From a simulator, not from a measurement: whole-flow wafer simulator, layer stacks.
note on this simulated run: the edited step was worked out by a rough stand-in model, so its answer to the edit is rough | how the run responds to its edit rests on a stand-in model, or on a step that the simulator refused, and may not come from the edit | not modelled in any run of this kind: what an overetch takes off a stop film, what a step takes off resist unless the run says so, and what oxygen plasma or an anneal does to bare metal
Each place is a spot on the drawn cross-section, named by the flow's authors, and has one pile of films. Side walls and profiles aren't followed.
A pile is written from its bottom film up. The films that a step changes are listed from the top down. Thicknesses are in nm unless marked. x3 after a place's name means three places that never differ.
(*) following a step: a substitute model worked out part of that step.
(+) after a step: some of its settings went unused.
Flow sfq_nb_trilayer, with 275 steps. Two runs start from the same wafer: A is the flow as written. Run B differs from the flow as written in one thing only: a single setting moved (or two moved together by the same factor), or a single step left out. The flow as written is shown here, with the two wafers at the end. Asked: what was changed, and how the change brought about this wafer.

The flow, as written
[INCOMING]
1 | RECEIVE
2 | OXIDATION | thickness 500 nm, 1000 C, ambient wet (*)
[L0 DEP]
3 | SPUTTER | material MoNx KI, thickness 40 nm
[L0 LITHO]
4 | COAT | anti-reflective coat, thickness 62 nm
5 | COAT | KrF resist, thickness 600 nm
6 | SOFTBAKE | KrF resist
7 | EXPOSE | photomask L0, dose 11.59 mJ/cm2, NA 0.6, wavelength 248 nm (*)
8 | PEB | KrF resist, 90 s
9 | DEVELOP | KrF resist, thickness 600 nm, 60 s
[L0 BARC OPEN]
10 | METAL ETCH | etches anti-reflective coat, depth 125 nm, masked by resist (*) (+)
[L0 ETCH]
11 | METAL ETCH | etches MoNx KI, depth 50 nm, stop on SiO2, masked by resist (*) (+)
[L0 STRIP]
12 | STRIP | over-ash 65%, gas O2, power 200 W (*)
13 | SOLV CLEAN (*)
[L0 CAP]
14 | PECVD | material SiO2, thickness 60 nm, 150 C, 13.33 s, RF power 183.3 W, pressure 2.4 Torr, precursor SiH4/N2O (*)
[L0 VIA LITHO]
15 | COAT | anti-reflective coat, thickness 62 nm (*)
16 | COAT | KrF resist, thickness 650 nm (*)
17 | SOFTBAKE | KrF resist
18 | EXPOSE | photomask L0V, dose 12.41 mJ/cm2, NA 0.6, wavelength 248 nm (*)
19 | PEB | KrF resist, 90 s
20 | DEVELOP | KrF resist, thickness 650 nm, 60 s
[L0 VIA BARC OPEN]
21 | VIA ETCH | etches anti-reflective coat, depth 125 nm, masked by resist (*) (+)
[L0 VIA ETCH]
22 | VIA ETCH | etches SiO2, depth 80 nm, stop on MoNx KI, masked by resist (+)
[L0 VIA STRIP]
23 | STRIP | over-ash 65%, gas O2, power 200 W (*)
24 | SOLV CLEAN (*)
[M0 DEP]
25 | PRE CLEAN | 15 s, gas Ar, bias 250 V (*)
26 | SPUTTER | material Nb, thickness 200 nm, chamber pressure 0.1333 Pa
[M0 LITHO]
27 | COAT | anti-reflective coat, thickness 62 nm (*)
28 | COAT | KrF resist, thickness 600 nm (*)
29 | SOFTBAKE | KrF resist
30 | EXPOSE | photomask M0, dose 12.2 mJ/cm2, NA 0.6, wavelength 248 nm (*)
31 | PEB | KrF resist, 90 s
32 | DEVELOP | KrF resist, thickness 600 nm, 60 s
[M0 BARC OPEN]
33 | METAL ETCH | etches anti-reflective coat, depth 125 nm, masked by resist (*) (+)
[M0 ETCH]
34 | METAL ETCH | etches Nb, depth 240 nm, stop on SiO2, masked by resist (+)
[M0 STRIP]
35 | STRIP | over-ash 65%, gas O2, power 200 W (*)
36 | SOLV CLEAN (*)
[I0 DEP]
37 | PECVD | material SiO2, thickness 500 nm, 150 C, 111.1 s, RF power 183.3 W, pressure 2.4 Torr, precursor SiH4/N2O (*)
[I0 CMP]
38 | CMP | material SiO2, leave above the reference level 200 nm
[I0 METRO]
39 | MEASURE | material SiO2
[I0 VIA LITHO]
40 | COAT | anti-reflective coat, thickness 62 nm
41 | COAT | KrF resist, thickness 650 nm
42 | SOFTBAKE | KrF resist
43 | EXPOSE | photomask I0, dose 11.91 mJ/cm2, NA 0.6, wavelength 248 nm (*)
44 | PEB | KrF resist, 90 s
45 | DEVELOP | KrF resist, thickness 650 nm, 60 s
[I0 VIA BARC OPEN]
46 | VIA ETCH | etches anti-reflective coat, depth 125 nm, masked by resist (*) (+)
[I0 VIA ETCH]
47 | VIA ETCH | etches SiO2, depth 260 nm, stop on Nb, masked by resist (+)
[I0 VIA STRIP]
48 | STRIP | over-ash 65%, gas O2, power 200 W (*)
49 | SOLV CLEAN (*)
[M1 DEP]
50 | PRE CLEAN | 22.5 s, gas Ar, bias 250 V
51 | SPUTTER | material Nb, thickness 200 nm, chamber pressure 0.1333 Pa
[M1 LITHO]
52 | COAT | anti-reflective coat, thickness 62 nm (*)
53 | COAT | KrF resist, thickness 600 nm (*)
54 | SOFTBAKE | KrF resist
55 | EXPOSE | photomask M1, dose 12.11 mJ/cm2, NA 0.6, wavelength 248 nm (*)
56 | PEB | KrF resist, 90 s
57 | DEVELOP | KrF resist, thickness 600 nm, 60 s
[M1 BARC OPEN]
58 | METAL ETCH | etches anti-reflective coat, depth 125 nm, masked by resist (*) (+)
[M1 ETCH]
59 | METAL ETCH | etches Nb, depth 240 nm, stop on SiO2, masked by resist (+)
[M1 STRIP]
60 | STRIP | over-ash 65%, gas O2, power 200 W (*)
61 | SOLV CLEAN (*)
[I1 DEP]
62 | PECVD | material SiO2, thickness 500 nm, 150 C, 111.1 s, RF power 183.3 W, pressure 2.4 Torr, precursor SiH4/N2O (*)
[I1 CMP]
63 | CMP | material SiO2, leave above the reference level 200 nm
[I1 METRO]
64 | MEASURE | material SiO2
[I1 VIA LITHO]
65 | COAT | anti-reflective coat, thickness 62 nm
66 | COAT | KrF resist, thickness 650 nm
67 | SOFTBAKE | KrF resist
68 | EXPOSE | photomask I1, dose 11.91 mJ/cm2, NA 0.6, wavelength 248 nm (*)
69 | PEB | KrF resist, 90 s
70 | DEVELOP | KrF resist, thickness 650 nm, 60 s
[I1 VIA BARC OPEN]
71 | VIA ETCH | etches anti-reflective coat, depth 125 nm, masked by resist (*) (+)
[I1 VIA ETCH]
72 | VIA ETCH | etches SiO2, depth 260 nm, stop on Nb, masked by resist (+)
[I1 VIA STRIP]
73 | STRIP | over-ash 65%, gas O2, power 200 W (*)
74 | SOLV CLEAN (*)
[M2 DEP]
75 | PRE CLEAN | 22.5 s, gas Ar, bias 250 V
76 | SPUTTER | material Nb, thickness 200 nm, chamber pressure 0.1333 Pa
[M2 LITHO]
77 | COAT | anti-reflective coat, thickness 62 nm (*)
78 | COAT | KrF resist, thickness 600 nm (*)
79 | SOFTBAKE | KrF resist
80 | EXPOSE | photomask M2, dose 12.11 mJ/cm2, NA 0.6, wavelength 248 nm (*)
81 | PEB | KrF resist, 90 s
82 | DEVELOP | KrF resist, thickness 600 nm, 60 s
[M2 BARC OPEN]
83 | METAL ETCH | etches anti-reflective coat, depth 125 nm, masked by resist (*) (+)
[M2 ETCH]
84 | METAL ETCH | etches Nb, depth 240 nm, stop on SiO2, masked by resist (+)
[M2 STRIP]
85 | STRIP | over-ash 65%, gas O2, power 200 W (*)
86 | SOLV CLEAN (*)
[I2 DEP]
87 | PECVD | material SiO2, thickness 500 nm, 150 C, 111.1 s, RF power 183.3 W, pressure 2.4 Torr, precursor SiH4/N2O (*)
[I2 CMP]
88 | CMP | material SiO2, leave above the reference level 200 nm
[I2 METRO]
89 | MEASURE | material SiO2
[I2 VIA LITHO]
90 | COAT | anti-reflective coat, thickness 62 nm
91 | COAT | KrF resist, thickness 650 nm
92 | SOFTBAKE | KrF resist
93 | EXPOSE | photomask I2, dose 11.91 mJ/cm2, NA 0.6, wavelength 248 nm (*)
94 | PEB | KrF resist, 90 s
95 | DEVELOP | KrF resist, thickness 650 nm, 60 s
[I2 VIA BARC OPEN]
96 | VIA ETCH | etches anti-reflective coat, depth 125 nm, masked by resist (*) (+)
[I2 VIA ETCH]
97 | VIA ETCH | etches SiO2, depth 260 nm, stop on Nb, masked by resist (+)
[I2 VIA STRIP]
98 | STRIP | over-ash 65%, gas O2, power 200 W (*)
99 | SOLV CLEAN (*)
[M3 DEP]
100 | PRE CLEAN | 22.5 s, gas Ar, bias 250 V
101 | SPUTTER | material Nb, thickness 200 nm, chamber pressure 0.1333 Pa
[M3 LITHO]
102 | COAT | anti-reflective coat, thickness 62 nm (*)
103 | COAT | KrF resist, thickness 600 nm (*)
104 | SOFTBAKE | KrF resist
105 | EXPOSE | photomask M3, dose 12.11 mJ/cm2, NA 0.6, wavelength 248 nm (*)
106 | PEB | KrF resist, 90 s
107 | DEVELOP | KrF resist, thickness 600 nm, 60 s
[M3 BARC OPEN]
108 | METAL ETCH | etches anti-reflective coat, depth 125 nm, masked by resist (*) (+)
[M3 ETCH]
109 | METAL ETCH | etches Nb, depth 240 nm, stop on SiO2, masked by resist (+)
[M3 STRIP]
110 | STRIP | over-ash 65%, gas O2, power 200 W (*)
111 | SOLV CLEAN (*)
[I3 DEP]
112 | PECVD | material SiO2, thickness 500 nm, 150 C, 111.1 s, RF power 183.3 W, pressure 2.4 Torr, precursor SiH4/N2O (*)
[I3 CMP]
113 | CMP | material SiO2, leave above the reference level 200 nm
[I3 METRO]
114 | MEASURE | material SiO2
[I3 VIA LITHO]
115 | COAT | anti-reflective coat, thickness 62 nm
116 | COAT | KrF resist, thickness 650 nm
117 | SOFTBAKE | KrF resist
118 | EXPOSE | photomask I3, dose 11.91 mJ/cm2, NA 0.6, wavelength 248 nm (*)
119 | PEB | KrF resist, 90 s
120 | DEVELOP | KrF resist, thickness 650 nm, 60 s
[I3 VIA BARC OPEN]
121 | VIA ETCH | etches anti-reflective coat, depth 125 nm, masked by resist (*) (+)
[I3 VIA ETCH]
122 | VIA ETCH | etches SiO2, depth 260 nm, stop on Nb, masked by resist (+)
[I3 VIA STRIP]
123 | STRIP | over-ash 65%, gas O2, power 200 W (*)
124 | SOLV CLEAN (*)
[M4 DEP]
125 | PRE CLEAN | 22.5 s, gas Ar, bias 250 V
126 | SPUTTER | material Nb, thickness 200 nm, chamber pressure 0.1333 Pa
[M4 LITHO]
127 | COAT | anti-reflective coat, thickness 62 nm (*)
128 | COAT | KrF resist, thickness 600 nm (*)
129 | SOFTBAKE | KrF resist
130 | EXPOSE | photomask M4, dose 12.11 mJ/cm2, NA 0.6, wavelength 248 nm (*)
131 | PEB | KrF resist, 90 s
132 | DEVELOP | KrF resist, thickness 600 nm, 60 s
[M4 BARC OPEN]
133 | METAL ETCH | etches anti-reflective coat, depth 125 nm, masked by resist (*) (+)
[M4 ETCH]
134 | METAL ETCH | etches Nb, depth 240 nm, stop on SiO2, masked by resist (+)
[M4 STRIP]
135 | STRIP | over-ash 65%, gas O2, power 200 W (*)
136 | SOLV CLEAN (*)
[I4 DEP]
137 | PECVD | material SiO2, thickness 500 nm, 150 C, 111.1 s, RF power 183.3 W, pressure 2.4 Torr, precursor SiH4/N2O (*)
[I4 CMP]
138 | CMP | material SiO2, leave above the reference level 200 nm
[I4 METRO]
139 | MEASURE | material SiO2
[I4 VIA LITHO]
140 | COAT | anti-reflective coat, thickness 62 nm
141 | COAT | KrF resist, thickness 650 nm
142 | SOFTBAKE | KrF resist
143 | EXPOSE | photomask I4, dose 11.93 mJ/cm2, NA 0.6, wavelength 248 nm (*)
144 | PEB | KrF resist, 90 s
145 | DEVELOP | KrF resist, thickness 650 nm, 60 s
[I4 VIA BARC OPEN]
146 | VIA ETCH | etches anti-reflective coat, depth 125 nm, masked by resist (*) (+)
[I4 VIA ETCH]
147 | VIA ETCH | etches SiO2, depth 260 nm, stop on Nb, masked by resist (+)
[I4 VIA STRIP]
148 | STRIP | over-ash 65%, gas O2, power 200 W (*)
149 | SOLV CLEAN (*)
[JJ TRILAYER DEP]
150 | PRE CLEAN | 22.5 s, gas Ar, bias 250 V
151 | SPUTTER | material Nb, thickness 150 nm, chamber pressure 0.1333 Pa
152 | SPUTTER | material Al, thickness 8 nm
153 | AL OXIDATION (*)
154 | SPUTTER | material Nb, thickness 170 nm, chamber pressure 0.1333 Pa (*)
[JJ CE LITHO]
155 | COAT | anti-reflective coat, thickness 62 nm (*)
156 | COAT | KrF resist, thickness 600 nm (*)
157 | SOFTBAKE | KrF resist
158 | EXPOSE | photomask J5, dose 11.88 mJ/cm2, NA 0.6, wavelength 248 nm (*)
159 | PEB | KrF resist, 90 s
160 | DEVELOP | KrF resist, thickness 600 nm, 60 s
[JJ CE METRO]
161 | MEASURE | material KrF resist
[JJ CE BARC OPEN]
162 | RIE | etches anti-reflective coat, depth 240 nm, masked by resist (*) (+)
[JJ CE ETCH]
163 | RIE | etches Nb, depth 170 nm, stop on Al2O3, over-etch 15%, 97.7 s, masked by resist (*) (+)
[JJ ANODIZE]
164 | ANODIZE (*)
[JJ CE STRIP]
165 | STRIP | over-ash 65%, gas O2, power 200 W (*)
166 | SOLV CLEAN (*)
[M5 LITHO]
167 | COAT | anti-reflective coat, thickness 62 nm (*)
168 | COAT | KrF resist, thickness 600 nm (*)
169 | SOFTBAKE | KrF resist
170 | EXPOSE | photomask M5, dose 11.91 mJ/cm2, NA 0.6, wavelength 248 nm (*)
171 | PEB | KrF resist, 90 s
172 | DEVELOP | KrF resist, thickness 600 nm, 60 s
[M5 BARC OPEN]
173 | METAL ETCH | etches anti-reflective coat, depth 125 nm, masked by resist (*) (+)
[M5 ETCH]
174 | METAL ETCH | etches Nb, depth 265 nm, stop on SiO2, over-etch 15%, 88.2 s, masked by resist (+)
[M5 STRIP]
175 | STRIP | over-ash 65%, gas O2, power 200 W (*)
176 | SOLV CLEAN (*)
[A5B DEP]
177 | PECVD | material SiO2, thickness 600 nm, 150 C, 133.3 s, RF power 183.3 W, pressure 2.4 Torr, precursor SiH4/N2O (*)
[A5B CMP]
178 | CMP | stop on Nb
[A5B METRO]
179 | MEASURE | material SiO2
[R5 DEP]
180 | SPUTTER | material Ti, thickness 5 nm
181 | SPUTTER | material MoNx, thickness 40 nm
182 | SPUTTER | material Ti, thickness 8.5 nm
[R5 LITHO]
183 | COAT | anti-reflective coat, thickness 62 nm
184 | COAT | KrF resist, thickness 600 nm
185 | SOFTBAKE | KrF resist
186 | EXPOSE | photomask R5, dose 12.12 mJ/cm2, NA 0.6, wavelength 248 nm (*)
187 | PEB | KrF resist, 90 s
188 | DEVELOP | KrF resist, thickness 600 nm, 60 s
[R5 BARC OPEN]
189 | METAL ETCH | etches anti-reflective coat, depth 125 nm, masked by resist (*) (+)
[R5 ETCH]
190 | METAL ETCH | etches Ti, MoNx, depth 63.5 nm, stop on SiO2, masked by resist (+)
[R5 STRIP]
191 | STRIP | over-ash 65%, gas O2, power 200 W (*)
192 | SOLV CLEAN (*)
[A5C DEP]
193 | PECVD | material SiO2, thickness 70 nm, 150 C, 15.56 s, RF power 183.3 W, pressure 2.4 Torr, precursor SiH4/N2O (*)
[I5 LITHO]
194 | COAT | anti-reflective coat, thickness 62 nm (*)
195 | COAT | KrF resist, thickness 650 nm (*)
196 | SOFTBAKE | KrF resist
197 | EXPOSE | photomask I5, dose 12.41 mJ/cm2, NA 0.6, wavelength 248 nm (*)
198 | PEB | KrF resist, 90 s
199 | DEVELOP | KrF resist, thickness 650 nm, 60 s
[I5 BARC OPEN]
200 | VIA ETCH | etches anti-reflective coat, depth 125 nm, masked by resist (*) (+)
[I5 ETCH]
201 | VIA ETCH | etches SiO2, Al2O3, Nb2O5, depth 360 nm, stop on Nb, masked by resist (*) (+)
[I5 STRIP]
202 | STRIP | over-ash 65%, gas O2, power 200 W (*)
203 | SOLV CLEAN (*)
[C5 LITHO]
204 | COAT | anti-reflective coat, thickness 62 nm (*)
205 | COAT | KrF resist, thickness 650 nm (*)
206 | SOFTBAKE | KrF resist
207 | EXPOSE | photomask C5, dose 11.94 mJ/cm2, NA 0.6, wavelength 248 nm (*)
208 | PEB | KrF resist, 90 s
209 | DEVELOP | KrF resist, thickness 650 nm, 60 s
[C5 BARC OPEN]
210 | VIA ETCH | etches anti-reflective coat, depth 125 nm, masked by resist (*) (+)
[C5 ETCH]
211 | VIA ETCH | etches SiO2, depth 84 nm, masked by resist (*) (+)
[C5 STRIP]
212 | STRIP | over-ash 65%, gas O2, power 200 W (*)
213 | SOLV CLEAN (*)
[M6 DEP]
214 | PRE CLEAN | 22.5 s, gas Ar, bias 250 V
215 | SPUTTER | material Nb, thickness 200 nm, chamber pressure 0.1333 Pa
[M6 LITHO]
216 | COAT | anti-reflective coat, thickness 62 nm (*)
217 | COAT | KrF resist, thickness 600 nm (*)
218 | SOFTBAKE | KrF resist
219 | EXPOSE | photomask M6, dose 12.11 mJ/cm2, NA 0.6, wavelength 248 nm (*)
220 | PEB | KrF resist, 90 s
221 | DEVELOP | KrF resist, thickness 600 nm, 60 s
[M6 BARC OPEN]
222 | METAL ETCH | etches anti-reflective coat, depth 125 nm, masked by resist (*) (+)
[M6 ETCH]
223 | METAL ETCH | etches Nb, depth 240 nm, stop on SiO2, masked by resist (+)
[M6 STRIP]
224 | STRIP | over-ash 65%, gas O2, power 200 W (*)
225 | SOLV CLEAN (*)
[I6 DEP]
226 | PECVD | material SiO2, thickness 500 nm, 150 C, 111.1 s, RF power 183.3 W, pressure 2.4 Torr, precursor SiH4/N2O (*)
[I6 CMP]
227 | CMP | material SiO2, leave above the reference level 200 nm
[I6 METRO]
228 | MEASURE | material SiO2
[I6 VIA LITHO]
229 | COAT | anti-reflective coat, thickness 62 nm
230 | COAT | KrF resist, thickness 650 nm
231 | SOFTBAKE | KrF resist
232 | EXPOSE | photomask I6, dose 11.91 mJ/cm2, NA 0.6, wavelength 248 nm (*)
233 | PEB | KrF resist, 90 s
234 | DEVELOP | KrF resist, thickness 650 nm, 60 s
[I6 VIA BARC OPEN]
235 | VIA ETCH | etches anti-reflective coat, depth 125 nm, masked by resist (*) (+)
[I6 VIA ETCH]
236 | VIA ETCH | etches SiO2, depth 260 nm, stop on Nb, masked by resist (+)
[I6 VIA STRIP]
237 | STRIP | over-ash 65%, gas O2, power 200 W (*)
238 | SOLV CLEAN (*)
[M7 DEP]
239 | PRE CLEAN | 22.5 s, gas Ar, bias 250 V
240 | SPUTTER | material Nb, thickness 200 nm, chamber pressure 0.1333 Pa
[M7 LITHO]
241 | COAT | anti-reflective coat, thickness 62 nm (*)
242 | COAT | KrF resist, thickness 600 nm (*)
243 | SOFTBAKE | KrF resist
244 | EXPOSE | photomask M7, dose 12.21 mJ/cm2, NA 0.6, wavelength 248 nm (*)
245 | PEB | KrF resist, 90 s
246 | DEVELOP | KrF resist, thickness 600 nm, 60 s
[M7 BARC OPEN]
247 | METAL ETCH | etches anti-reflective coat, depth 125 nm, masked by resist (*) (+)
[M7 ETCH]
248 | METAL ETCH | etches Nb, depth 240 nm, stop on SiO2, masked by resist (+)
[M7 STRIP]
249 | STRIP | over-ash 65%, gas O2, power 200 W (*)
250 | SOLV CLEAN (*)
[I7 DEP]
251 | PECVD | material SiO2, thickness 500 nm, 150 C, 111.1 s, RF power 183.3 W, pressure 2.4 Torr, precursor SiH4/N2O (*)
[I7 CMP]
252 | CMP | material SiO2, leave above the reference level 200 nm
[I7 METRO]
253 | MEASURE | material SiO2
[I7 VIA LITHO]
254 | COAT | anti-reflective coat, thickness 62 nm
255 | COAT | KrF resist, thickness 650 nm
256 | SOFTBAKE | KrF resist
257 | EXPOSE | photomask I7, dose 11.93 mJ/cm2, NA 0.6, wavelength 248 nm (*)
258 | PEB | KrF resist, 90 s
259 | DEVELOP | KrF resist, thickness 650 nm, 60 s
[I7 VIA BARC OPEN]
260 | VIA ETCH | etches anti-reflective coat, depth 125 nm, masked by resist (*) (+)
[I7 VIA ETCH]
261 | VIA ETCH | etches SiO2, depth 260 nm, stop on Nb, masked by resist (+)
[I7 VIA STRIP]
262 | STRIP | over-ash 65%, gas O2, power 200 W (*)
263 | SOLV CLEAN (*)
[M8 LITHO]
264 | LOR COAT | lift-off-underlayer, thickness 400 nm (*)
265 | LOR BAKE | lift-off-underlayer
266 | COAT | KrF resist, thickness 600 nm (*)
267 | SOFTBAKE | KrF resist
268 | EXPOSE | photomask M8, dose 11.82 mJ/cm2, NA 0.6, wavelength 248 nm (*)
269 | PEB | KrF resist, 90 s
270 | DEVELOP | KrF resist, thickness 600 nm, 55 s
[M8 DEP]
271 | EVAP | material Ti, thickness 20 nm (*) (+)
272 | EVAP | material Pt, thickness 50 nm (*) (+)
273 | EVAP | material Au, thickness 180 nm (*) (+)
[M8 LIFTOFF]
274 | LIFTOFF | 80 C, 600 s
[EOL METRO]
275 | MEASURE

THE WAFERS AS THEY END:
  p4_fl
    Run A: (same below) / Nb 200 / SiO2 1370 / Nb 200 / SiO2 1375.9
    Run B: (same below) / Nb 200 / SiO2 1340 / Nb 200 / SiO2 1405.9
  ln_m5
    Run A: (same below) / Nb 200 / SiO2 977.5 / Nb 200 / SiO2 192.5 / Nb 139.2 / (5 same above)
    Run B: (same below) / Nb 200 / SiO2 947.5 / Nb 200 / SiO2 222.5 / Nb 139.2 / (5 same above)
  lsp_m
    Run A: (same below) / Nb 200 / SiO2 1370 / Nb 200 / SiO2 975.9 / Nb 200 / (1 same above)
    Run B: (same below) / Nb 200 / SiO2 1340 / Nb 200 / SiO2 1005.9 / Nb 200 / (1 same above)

Cause: step 112, PECVD: thickness 370 nm was run, though the flow has thickness 500 nm; step 112, PECVD: 82.22 s was run, where the flow has 111.1 s.

How this came from the change, step by step:
  112 | PECVD | material SiO2, thickness 500 nm, 150 C, 111.1 s, RF power 183.3 W, pressure 2.4 Torr, precursor SiH4/N2O (*)
      field_l, be, be_sur and 64 more: A +500 SiO2 | B +370 SiO2
      v_sur, via_wl, via_wr and 27 more: A +500 SiO2 (new film) | B +370 SiO2 (new film)
      (also at 9 further places)
  113 | CMP | material SiO2, leave above the reference level 200 nm
      field_l, be, be_sur and 64 more: A -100 SiO2 | B nothing
      p4_g1, p4_g2, p3_s0, p3_s1, p3_s2, p3_s3, p3_s4, p3_s5: A -157.1 SiO2 | B nothing
      (also at 31 further places)
  115 | COAT | anti-reflective coat, thickness 62 nm
      p3_fr, m0r_space_l, m0r_space_r, m6r_space_l, m6r_space_r, m7r_space_l, m7r_space_r: A +62 anti-reflective coat (new film) | B +66.2 anti-reflective coat (new film)
      v_sur, p4_w3, p3_l4, p3_l5, p3_l6: A +62 anti-reflective coat (new film) | B +55.8 anti-reflective coat (new film)
      (also at 50 further places)
  116 | COAT | KrF resist, thickness 650 nm
      p4_w3: A +650 KrF resist (new film) | B +636.4 KrF resist (new film)
  121 | VIA ETCH | etches anti-reflective coat, depth 125 nm, masked by resist (*) (+)
      field_l, v_sur, via_wl and 102 more: A -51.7 KrF resist | B -49.7 KrF resist
      via_v: A -62 anti-reflective coat (all of it), -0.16 SiO2 | B -59.6 anti-reflective coat (all of it), -0.15 SiO2
  123 | STRIP | over-ash 65%, gas O2, power 200 W (*)
      m0r_space_l, m0r_space_r, m6r_space_l, m6r_space_r, m7r_space_l, m7r_space_r: A -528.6 KrF resist (all of it), -62 anti-reflective coat (all of it) | B -533.7 KrF resist (all of it), -66.2 anti-reflective coat (all of it)
      p3_l2, p3_l3: A -528.6 KrF resist (all of it), -62 anti-reflective coat (all of it) | B -522.6 KrF resist (all of it), -55.9 anti-reflective coat (all of it)
      (also at 53 further places)
  127 | COAT | anti-reflective coat, thickness 62 nm (*)
      p3_l1, p3_l2, p3_l3, p3_l4, p3_l5, p3_l6: A +62 anti-reflective coat (new film) | B +54.5 anti-reflective coat (new film)
      p3_s0, p3_s1, p3_s2, p3_s3, p3_s4: A +62 anti-reflective coat (new film) | B +69.9 anti-reflective coat (new film)
      (also at 50 further places)
  128 | COAT | KrF resist, thickness 600 nm (*)
      via_wl: A +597 KrF resist (new film) | B +585 KrF resist (new film)
      wire: A +592.1 KrF resist (new film) | B +579.4 KrF resist (new film)
      (also at 2 further places)
  133 | METAL ETCH | etches anti-reflective coat, depth 125 nm, masked by resist (*) (+)
      v_sur, via_wl, via_w and 36 more: A -51.7 KrF resist | B -53.1 KrF resist
      p3_s0, p3_s1, p3_s2, p3_s3, p3_s4: A -62 anti-reflective coat (all of it) | B -69.9 anti-reflective coat (all of it)
      (also at 31 further places)
  135 | STRIP | over-ash 65%, gas O2, power 200 W (*)
      p3_l2, p3_l3: A -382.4 KrF resist (all of it), -62 anti-reflective coat (all of it) | B -372.5 KrF resist (all of it), -54.5 anti-reflective coat (all of it)
      v_sur: A -379.9 KrF resist (all of it), -61.4 anti-reflective coat (all of it) | B -368.9 KrF resist (all of it), -54.5 anti-reflective coat (all of it)
      (also at 22 further places)
  137 | PECVD | material SiO2, thickness 500 nm, 150 C, 111.1 s, RF power 183.3 W, pressure 2.4 Torr, precursor SiH4/N2O (*)
      p3_s0, p3_s1, p3_s2, p3_s3, p3_s4, p3_s5: A +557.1 SiO2 | B +587.1 SiO2
  138 | CMP | material SiO2, leave above the reference level 200 nm
      field_l, be, be_sur and 55 more: A -100 SiO2 | B -70 SiO2
      ln_m5, lsp_m, ln_m6, p4_fl, p4_fm, p4_g1, p4_g2, p4_fr: A -300 SiO2 | B -270 SiO2
      (also at 3 further places)
